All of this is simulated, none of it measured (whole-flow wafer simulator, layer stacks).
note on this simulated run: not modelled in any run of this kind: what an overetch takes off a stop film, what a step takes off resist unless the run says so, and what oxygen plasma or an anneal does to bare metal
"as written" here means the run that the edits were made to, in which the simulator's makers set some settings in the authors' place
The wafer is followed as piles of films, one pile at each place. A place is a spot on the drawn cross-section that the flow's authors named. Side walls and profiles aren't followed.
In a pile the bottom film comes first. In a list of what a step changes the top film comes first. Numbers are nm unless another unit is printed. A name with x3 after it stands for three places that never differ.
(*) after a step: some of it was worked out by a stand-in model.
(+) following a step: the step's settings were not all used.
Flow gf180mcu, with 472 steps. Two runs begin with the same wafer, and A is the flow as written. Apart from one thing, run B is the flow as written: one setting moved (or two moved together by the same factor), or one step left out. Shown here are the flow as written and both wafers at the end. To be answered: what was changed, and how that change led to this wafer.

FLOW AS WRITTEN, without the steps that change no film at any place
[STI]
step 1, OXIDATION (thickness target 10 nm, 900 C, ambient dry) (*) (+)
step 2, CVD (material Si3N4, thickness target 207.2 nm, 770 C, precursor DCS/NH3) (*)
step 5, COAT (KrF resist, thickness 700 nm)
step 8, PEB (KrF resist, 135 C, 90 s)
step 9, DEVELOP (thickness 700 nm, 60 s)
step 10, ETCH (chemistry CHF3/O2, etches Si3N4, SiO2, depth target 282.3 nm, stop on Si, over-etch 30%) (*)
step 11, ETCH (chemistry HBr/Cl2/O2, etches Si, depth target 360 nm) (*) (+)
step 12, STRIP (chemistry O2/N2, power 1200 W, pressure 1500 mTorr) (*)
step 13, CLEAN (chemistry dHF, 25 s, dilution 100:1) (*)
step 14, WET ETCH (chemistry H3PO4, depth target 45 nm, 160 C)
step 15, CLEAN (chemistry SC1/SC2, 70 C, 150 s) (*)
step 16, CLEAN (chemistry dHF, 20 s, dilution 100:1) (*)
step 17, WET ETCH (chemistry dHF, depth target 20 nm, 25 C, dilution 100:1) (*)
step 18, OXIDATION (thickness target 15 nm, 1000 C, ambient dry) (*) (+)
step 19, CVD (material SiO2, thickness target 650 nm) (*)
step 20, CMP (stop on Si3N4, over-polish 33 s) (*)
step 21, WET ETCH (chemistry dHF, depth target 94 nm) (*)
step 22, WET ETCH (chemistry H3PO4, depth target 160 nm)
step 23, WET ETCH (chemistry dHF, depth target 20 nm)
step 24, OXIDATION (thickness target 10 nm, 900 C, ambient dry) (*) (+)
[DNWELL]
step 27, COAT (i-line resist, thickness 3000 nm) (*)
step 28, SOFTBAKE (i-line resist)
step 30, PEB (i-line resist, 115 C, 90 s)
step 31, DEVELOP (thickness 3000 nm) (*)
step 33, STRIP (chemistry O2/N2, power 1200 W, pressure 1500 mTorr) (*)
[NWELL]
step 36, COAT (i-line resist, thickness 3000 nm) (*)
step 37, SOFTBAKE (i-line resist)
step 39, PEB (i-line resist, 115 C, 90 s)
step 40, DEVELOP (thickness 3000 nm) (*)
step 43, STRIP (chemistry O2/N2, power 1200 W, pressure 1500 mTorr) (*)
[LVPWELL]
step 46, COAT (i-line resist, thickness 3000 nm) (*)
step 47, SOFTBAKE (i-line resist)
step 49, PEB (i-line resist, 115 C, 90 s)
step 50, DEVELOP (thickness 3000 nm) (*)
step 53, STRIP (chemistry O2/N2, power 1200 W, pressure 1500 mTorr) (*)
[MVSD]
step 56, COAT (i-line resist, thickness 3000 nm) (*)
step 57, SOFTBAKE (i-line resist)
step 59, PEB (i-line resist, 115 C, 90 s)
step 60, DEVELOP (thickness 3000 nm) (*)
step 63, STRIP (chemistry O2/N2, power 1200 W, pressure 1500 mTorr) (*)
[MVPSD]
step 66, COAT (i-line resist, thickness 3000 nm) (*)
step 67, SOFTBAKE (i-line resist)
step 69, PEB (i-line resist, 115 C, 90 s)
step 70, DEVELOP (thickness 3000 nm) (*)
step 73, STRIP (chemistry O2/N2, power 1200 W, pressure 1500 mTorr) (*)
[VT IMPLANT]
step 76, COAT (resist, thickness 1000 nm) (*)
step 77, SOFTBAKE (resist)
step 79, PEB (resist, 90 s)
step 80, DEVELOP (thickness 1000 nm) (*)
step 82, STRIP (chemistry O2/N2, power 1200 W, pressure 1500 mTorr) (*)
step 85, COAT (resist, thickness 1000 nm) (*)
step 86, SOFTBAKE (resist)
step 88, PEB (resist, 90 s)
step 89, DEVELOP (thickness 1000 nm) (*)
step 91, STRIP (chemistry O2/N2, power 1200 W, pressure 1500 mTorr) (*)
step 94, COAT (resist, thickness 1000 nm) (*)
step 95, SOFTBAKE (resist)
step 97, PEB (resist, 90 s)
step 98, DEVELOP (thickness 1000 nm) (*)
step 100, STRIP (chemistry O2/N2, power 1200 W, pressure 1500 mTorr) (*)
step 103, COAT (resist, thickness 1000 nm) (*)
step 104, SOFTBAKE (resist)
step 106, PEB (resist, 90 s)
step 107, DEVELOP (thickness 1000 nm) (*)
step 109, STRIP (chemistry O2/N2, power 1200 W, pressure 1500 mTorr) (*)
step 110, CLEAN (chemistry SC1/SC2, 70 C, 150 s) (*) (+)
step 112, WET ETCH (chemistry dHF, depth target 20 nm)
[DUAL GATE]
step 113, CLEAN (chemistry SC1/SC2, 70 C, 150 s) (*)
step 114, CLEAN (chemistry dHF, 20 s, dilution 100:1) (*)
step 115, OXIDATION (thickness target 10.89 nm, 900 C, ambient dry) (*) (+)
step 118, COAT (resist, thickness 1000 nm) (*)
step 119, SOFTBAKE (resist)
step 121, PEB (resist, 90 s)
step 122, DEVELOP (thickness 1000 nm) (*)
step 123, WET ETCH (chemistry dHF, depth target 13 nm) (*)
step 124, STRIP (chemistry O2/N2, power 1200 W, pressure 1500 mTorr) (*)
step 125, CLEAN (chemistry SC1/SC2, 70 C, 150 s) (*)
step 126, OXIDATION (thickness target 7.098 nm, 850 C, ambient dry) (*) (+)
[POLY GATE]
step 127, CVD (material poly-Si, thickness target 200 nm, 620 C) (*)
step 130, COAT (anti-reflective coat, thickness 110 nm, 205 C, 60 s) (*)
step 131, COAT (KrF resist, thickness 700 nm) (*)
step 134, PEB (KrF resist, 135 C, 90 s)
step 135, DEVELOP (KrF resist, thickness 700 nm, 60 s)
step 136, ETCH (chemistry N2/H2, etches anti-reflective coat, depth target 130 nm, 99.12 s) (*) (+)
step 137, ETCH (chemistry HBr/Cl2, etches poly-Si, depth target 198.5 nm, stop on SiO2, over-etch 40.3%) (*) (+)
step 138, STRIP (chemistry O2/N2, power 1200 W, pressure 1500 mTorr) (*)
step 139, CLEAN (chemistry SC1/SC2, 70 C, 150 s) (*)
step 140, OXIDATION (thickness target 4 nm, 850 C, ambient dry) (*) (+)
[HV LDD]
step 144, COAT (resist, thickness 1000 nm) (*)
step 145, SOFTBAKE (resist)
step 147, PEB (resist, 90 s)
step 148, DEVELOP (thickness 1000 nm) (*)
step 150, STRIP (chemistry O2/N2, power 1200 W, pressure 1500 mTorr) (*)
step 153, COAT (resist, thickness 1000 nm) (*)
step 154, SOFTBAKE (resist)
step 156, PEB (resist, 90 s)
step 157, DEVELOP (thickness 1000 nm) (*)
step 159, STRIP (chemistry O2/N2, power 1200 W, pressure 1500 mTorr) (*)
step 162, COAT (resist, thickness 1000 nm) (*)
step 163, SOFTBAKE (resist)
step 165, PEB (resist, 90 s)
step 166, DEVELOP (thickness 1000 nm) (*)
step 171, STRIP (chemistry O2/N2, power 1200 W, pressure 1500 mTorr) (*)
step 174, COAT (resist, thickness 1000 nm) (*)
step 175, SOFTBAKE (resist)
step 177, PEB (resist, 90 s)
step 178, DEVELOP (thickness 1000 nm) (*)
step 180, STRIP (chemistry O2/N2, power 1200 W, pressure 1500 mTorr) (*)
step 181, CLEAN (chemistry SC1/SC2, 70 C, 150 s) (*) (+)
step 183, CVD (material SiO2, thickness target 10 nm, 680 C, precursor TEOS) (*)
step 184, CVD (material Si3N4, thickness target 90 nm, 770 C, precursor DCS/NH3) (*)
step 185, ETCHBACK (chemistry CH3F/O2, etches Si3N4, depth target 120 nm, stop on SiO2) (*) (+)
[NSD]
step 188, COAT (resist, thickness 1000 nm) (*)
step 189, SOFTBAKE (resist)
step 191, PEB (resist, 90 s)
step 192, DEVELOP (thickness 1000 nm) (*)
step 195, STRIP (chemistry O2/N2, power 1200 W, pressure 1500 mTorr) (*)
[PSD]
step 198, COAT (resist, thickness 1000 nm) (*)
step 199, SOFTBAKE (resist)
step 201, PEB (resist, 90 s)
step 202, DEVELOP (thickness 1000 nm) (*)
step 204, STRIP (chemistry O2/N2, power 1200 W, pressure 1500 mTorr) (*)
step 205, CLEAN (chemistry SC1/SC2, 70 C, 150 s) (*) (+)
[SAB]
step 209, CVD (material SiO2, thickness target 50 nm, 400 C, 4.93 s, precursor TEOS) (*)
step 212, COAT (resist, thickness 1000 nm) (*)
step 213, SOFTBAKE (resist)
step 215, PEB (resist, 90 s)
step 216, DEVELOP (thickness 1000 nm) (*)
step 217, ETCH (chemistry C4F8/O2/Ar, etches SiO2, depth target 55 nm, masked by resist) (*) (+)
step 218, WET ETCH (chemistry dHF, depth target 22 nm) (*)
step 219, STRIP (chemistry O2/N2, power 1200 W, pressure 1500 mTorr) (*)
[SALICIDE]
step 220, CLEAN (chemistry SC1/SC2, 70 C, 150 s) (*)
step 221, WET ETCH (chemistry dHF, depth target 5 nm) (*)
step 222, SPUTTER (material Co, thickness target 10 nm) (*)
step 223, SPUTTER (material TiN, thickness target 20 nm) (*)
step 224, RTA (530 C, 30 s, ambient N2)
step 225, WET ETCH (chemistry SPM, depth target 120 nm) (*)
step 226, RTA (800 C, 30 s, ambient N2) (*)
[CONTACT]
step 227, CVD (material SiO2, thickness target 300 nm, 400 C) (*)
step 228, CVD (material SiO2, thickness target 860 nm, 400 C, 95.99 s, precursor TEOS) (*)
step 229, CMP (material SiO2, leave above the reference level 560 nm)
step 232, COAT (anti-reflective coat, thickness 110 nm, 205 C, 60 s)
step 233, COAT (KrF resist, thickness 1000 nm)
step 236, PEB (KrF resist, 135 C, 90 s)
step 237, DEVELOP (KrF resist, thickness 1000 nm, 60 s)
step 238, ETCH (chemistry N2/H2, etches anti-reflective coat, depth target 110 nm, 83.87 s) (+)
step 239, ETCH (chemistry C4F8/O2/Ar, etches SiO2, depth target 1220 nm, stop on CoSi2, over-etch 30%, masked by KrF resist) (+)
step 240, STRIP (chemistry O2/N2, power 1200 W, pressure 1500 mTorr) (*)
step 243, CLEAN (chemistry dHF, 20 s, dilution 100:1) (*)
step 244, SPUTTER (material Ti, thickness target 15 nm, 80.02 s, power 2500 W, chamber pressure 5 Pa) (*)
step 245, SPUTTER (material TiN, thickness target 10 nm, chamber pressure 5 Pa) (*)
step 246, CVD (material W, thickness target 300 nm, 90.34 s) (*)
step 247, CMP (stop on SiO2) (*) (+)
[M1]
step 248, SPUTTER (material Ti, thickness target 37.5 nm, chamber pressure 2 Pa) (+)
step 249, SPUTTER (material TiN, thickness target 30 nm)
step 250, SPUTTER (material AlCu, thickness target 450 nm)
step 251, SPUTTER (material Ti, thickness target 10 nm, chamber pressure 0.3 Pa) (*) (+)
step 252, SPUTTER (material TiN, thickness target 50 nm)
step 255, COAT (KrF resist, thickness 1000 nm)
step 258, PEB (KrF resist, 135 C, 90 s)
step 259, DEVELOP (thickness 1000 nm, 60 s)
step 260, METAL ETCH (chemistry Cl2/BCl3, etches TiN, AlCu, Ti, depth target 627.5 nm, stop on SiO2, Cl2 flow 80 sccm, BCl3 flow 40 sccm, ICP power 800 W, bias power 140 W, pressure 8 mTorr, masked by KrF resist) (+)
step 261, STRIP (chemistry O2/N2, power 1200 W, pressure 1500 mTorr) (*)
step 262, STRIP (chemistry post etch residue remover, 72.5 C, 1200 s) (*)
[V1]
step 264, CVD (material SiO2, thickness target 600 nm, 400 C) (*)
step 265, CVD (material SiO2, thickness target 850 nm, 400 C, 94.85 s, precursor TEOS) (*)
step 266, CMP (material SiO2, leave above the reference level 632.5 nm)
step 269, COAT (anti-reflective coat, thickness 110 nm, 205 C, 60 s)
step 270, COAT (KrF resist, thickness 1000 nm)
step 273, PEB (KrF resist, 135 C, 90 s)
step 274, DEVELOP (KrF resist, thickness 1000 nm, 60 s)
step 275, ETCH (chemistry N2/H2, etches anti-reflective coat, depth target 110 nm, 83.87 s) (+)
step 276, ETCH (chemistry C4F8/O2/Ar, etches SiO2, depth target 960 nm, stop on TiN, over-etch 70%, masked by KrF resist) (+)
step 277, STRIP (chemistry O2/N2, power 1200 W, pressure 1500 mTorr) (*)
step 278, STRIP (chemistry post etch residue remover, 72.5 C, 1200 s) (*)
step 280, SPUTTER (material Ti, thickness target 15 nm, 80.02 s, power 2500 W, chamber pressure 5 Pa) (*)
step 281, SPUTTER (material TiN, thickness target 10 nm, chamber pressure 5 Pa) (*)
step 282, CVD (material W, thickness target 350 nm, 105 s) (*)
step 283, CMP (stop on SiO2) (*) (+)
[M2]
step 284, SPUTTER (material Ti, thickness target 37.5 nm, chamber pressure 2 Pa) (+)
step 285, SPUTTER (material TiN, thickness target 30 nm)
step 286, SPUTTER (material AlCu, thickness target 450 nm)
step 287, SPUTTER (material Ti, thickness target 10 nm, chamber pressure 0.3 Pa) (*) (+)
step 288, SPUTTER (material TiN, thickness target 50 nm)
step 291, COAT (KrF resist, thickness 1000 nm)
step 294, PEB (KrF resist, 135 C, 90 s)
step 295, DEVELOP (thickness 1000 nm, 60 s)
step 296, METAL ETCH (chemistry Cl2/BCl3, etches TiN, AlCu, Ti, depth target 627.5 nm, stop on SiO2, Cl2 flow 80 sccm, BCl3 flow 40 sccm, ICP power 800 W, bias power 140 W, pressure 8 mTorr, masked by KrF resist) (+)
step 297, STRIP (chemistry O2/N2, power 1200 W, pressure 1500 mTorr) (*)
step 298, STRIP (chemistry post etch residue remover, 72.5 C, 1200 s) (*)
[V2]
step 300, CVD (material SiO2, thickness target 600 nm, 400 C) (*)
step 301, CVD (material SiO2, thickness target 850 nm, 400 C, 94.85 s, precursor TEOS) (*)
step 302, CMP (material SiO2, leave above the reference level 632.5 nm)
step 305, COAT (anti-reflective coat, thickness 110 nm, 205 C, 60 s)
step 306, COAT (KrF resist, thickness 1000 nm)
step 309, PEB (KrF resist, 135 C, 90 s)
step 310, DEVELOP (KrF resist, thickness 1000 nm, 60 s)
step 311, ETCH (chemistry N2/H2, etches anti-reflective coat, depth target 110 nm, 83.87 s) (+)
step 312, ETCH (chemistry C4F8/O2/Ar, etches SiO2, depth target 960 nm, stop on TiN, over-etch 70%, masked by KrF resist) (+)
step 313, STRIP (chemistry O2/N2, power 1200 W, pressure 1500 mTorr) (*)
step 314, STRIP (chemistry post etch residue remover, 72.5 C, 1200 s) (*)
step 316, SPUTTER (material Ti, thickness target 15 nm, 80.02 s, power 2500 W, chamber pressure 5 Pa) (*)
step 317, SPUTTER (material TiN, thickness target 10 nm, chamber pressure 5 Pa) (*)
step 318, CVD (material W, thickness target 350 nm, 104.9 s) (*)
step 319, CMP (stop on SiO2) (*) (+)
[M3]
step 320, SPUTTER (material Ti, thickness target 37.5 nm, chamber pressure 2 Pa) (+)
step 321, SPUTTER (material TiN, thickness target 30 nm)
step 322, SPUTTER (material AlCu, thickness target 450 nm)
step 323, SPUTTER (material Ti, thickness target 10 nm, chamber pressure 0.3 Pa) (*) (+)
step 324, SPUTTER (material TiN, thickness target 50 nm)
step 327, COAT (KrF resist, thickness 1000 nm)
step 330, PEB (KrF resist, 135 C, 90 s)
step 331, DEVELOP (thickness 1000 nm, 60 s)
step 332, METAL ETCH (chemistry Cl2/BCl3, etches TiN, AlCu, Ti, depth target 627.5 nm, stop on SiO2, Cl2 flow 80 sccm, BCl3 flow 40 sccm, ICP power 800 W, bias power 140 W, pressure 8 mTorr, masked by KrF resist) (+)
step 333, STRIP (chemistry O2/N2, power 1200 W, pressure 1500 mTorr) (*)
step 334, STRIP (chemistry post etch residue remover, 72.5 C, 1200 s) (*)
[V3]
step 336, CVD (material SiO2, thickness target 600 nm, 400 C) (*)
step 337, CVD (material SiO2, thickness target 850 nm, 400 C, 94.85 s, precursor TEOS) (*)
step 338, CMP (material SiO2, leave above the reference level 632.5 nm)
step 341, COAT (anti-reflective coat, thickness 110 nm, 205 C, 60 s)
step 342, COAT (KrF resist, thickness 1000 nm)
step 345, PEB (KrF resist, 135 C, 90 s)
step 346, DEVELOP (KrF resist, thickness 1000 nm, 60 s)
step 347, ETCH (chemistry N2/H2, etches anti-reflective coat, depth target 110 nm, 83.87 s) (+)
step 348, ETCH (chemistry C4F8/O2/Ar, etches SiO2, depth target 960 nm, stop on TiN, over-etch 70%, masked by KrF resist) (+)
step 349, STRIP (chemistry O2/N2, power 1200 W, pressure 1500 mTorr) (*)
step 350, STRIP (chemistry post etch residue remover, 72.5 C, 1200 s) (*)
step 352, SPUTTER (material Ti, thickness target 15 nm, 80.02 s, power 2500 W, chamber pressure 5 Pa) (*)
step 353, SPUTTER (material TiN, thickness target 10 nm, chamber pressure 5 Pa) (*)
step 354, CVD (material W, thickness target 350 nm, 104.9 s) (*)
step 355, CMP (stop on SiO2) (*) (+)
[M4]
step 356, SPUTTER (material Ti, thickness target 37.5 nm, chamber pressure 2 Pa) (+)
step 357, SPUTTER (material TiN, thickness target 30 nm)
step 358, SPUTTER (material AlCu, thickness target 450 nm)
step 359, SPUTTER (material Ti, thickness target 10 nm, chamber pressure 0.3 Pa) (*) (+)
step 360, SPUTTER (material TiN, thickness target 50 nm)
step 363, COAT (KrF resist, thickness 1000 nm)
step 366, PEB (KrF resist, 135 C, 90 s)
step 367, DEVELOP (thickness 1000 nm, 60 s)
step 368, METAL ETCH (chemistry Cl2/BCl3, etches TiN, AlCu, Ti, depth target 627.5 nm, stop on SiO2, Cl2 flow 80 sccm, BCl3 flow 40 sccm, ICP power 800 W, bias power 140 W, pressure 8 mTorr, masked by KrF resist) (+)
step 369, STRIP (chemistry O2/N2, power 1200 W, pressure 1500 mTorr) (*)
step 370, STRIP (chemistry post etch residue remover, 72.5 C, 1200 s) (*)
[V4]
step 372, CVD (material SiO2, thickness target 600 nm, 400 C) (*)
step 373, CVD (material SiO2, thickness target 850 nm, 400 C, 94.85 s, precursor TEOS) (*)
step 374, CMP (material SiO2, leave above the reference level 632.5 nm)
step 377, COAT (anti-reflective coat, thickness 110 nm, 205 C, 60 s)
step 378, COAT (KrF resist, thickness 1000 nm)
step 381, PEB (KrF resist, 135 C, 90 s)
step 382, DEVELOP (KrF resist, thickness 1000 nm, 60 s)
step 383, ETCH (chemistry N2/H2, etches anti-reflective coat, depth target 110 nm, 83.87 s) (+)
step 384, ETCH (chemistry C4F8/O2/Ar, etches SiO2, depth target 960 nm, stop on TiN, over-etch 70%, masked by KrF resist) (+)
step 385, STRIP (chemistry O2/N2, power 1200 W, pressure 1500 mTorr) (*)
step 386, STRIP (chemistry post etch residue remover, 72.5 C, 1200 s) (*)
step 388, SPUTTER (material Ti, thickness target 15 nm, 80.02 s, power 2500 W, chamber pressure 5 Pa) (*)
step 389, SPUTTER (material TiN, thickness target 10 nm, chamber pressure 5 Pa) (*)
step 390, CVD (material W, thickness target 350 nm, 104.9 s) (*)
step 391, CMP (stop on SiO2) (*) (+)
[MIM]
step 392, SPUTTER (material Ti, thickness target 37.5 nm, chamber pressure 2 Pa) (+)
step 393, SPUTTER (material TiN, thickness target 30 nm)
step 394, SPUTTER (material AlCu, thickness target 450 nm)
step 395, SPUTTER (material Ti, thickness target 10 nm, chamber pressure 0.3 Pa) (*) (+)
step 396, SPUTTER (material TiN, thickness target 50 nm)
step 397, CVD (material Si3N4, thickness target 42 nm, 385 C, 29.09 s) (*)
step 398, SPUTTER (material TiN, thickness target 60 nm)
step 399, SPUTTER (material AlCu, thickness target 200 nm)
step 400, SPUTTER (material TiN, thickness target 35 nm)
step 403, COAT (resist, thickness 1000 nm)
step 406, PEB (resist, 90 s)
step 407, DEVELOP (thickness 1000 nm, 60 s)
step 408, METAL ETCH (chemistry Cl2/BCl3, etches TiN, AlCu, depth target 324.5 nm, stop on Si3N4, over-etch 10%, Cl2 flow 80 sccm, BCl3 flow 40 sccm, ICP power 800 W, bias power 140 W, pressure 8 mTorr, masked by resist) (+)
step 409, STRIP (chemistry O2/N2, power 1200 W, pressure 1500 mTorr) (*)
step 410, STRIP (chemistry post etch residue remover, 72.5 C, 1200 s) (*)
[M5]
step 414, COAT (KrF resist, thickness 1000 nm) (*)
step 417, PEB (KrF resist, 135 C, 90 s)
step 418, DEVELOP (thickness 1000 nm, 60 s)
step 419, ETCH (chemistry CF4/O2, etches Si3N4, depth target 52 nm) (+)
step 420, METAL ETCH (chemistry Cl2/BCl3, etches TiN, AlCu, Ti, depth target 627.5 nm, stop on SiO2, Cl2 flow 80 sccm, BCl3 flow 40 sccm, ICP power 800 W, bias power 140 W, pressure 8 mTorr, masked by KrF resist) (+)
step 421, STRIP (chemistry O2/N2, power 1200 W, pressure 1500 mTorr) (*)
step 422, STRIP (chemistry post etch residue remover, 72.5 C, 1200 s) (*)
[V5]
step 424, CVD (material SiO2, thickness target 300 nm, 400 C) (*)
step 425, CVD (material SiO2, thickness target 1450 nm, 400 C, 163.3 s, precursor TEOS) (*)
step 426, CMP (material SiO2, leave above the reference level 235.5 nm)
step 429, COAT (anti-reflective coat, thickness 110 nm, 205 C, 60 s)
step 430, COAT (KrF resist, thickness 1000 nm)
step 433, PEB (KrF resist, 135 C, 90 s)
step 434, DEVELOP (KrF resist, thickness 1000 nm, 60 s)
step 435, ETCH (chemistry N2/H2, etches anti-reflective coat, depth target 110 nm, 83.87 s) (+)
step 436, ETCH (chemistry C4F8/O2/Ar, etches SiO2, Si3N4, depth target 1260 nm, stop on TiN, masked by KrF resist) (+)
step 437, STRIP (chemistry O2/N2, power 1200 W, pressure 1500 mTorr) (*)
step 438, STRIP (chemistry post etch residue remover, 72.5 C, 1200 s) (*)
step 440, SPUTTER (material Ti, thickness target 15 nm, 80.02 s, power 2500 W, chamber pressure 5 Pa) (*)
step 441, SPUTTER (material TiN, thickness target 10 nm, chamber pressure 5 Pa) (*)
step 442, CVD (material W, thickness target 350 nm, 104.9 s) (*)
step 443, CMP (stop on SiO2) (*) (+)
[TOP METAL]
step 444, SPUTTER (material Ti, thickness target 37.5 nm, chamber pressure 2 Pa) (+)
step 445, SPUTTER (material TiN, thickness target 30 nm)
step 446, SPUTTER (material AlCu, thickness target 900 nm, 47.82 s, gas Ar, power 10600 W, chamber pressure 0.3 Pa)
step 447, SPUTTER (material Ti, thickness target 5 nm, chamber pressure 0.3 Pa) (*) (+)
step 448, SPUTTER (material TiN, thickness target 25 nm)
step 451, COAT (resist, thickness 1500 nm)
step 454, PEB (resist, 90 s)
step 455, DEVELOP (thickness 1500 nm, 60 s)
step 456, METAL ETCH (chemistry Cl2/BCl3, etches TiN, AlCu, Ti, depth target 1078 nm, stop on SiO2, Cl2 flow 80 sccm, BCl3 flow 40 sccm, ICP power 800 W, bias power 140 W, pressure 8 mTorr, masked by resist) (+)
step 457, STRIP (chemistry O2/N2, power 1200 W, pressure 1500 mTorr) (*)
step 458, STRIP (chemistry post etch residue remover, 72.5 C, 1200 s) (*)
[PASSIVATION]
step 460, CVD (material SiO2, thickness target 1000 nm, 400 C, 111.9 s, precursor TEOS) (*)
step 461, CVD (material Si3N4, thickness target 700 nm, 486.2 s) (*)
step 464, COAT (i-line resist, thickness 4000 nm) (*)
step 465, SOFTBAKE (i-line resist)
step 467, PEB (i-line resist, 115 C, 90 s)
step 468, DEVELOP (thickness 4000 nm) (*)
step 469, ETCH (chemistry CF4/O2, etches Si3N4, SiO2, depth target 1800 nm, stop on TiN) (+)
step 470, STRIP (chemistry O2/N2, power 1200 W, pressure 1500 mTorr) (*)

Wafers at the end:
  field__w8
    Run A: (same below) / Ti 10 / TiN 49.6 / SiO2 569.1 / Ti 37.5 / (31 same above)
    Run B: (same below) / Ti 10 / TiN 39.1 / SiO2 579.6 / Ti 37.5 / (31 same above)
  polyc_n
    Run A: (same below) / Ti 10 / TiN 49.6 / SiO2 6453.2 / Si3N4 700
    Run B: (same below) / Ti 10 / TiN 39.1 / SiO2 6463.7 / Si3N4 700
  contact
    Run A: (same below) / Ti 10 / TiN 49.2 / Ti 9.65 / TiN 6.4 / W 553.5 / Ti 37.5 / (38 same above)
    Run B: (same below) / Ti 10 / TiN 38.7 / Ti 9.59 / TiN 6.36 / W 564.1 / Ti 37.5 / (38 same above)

Cause: step 252, SPUTTER: thickness target 39.5 nm was run, whereas the flow has thickness target 50 nm.

How this came from the change, step by step:
  step 252, SPUTTER (material TiN, thickness target 50 nm)
      field, field__w1, field__w2 and 108 more: A +50 TiN (new film) | B +39.5 TiN (new film)
  step 260, METAL ETCH (chemistry Cl2/BCl3, etches TiN, AlCu, Ti, depth target 627.5 nm, stop on SiO2, Cl2 flow 80 sccm, BCl3 flow 40 sccm, ICP power 800 W, bias power 140 W, pressure 8 mTorr, masked by KrF resist) (+)
      field, field__w1, field__w2 and 99 more: A -50 TiN (all of it), -10 Ti (all of it), -450 AlCu (all of it), -30 TiN (all of it), -37.5 Ti (all of it) | B -39.5 TiN (all of it), -10 Ti (all of it), -450 AlCu (all of it), -30 TiN (all of it), -37.5 Ti (all of it)
